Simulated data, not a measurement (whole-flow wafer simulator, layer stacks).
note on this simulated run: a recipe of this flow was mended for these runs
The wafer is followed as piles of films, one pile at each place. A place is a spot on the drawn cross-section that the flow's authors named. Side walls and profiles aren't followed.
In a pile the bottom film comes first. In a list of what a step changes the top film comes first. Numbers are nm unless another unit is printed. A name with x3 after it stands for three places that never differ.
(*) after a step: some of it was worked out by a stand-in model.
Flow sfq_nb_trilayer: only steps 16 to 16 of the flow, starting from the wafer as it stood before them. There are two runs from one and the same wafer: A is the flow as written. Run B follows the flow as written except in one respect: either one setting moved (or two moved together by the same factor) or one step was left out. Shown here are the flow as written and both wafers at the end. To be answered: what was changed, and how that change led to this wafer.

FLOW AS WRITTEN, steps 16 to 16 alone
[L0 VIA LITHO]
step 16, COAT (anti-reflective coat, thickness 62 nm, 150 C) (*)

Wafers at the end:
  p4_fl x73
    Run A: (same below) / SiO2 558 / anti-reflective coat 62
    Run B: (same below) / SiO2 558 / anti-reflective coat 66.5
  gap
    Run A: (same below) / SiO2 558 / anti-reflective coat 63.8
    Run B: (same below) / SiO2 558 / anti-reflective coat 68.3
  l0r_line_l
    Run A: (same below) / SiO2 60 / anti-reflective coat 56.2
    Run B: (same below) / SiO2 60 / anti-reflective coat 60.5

The reason: step 16, COAT: thickness 66.5 nm was run, whereas the flow has thickness 62 nm.
The wafer lets one read it off: p4_fl x73 has anti-reflective coat 66.5, and step 16 as written asks for 62 nm.

Step by step, how the change led to this:
  step 16, COAT (anti-reflective coat, thickness 62 nm, 150 C) (*)
      p4_fl x73: A +62 anti-reflective coat (new film) | B +66.5 anti-reflective coat (new film)
      gap, jj_sur, ce_l and 6 more: A +63.8 anti-reflective coat (new film) | B +68.3 anti-reflective coat (new film)
      (and at 24 other places as well)
